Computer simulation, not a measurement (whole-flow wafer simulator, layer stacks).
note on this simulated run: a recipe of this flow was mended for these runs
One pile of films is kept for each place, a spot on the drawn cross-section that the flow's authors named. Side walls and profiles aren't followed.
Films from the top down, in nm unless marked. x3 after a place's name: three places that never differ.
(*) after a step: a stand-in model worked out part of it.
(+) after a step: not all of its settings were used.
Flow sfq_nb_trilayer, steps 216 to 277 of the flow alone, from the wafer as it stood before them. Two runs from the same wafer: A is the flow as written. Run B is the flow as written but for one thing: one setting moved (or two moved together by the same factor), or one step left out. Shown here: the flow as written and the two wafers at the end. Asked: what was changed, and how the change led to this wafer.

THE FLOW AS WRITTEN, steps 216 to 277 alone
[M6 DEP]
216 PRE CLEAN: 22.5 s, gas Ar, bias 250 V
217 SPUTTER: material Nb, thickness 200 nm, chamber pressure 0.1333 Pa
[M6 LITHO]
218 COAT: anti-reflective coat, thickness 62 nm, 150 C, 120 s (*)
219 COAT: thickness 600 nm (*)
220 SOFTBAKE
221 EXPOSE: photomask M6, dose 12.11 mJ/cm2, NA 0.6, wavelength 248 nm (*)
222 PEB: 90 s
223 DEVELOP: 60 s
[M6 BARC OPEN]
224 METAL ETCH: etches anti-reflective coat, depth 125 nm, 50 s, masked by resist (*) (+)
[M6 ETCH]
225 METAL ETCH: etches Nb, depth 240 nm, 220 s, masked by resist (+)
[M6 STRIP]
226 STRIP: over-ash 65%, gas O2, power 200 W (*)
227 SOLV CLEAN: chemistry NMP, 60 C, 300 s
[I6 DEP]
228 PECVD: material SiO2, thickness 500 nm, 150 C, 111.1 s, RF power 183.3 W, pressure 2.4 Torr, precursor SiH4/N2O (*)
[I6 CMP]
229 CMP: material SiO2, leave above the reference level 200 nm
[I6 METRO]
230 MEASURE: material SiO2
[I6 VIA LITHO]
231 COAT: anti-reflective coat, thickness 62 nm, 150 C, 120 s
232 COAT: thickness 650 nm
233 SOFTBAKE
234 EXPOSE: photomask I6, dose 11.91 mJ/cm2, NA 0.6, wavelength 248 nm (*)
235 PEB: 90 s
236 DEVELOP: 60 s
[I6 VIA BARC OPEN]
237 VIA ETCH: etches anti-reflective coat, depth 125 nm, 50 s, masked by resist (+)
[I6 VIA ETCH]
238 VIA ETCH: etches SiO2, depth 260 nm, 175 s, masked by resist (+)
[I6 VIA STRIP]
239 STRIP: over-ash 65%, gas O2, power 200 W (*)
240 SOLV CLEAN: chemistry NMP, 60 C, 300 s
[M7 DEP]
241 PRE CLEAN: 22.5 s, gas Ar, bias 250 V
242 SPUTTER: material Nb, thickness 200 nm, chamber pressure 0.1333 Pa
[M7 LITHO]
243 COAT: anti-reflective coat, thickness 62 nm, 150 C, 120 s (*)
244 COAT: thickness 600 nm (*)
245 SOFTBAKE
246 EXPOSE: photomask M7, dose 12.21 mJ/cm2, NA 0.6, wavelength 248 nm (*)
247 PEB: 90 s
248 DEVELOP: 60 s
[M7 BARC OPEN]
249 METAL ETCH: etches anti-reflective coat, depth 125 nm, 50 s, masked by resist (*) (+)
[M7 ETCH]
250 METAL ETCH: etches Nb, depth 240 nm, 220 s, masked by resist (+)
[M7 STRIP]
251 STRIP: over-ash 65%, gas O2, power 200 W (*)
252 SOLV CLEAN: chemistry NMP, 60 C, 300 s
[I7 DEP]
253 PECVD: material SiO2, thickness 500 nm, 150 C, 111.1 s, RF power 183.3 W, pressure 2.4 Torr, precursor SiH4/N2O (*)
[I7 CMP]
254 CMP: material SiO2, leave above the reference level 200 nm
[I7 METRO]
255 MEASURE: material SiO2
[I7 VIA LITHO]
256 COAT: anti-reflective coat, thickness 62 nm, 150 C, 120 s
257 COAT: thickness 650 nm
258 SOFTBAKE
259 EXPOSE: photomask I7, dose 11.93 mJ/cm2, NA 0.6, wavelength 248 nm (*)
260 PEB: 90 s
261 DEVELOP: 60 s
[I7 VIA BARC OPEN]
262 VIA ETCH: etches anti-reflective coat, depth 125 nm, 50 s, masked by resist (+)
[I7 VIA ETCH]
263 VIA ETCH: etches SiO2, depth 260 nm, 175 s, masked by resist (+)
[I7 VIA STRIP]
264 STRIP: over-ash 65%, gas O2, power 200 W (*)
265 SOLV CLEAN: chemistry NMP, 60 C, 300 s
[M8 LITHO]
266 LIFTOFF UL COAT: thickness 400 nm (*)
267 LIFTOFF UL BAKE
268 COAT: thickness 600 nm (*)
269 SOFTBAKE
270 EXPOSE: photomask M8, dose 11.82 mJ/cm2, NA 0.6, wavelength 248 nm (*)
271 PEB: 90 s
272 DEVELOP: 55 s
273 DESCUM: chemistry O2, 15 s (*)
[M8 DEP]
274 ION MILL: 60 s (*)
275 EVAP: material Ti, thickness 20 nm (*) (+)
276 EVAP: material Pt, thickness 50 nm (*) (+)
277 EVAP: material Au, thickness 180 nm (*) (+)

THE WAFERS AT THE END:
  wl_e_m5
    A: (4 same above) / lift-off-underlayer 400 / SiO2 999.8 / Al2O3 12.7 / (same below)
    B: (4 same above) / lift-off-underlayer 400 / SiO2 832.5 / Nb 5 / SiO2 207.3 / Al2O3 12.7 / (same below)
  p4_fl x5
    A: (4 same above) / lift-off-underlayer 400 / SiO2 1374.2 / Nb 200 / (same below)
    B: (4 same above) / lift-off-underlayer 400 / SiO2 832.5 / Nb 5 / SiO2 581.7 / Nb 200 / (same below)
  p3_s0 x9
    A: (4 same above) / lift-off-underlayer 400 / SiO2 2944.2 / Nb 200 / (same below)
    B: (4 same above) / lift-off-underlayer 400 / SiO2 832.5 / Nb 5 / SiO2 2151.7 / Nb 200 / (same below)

The cause: step 217, SPUTTER: thickness 245 nm was run, where the flow has thickness 200 nm.

How the change led to this, step by step:
  217 SPUTTER: material Nb, thickness 200 nm, chamber pressure 0.1333 Pa
      field_l, v_sur, via_wl and 100 more: A Nb +200 (new film) | B Nb +245 (new film)
      be: A Nb +145.8 | B Nb +177.9
      (and at 2 more places)
  218 COAT: anti-reflective coat, thickness 62 nm, 150 C, 120 s (*)
      be: A anti-reflective coat +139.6 (new film) | B anti-reflective coat +143.7 (new film)
  225 METAL ETCH: etches Nb, depth 240 nm, 220 s, masked by resist (+)
      field_l, gap, moat and 76 more: A Nb -200 (all of it), SiO2 -4 | B Nb -240
  226 STRIP: over-ash 65%, gas O2, power 200 W (*)
      be: A KrF-resist-other-grade -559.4 (all of it), anti-reflective coat -139.6 (all of it) | B KrF-resist-other-grade -566.9 (all of it), anti-reflective coat -143.7 (all of it)
  228 PECVD: material SiO2, thickness 500 nm, 150 C, 111.1 s, RF power 183.3 W, pressure 2.4 Torr, precursor SiH4/N2O (*)
      field_l, p4_fl x5, p4_w1 x9 and 50 more: A SiO2 +500 | B SiO2 +500 (new film)
      moat, field_r, lsp_l, ln_m5, lsp_m: A SiO2 +493.5 | B SiO2 +492.3 (new film)
      (and at 10 more places)
  229 CMP: material SiO2, leave above the reference level 200 nm
      field_l, p4_fl x5, p4_w1 x9 and 47 more: A SiO2 -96 | B SiO2 -60
      moat, field_r, lsp_l, ln_m5, lsp_m: A SiO2 -89.5 | B SiO2 -52.3
      (and at 9 more places)
Counting metal films that touch as one body, wl_e_m5 has 8 bodies (between them, from the top down: KrF-resist-other-grade 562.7 / lift-off-underlayer 400 / SiO2 832.5; SiO2 207.3 / Al2O3 12.7 / Nb2O5 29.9; SiO2 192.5; SiO2 192.5; SiO2 192.5; SiO2 192.5; SiO2 192.5); the flow as written gives 7 bodies (between them, from the top down: KrF-resist-other-grade 562.7 / lift-off-underlayer 400 / SiO2 999.8 / Al2O3 12.7 / Nb2O5 29.9; SiO2 192.5; SiO2 192.5; SiO2 192.5; SiO2 192.5; SiO2 192.5).
Counting metal films that touch as one body, p4_fl x5 has 4 bodies (between them, from the top down: KrF-resist-other-grade 562.7 / lift-off-underlayer 400 / SiO2 832.5; SiO2 581.7; SiO2 1370); the flow as written gives 3 bodies (between them, from the top down: KrF-resist-other-grade 562.7 / lift-off-underlayer 400 / SiO2 1374.2; SiO2 1370).
Counting metal films that touch as one body, p3_s0 x9 has 3 bodies (between them, from the top down: KrF-resist-other-grade 562.7 / lift-off-underlayer 400 / SiO2 832.5; SiO2 2151.7); the flow as written gives 2 bodies (between them, from the top down: KrF-resist-other-grade 562.7 / lift-off-underlayer 400 / SiO2 2944.2).
